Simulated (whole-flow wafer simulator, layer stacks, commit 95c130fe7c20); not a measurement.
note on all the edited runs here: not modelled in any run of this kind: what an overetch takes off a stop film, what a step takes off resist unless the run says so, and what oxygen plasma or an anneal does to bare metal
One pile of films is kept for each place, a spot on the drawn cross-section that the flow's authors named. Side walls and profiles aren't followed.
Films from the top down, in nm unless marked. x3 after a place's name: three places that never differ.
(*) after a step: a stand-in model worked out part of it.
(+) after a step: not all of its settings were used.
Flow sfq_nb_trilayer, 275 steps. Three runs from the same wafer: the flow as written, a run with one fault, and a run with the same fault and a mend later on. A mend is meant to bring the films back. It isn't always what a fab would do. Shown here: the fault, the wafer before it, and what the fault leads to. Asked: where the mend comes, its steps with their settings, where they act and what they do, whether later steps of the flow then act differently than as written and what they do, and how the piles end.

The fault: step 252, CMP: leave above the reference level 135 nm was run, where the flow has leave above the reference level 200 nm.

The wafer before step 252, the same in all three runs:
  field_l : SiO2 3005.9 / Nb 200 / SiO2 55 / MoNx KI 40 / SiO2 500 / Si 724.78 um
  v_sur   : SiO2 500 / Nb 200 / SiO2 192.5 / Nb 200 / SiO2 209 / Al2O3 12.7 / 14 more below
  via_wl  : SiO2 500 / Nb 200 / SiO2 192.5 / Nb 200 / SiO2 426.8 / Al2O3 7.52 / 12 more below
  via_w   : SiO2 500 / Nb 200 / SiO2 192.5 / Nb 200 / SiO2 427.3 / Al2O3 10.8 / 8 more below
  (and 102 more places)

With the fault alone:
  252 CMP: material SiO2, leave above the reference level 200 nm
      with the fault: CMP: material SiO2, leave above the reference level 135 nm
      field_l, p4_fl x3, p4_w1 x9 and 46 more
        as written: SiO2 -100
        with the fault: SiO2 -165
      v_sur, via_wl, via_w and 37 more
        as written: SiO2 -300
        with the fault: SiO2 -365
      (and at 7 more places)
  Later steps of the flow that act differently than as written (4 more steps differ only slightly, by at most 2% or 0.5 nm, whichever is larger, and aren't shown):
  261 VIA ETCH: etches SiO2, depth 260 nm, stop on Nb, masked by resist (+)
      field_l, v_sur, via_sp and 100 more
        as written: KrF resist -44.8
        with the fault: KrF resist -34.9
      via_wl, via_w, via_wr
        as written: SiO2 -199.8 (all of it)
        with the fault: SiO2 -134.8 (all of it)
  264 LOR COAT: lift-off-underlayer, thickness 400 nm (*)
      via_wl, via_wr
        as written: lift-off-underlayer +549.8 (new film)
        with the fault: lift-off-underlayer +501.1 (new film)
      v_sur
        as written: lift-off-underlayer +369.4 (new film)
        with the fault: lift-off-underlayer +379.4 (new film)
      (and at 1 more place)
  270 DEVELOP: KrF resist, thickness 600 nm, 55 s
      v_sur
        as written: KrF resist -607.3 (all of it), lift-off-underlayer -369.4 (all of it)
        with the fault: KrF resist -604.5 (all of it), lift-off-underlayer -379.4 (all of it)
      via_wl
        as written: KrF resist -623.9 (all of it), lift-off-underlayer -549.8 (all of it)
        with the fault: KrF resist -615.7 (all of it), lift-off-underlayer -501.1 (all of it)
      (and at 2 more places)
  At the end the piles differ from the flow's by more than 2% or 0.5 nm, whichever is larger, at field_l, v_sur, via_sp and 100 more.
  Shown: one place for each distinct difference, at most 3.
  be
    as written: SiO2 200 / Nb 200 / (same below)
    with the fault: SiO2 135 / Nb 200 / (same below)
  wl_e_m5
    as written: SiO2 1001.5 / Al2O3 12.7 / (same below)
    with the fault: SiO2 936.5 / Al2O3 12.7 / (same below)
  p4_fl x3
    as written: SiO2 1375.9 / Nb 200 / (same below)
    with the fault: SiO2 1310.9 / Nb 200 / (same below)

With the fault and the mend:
  The mend comes after step 259.
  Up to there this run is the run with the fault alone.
  259a STRIP: over-ash 65%, gas O2, power 200 W (*)
      field_l, v_sur, via_sp and 100 more
        KrF resist -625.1 (all of it), anti-reflective coat -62 (all of it)
      via_wl, via_w, via_wr
        anti-reflective coat -62 (all of it)
  259b PECVD: material SiO2, thickness 65 nm, 150 C, 14.44 s, RF power 183.3 W, pressure 2.4 Torr, precursor SiH4/N2O (the flow's step 251 once more, with other settings)
      field_l, v_sur, via_wl and 103 more
        SiO2 +65
  259c COAT: anti-reflective coat, thickness 62 nm (the flow's step 254 once more)
      field_l, v_sur, via_wl and 103 more
        anti-reflective coat +62 (new film)
  259d COAT: KrF resist, thickness 650 nm (the flow's step 255 once more)
      field_l, v_sur, via_wl and 103 more
        KrF resist +650 (new film)
  259e SOFTBAKE: KrF resist (the flow's step 256 once more)
      changes no film at any place that is followed
  259f EXPOSE: photomask I7, dose 11.93 mJ/cm2, NA 0.6, wavelength 248 nm (*) (the flow's step 257 once more)
      changes no film at any place that is followed
  259g PEB: KrF resist, 90 s (the flow's step 258 once more)
      field_l, v_sur, via_wl and 103 more
        KrF resist -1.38
  259h DEVELOP: KrF resist, thickness 650 nm, 60 s (the flow's step 259 once more)
      field_l, v_sur, via_sp and 100 more
        KrF resist -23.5
      via_wl, via_w, via_wr
        KrF resist -648.6 (all of it)
  No later step of the flow acts differently than as written at any place that is followed.
  At the end the piles are the same as the flow's at every place that both follow.
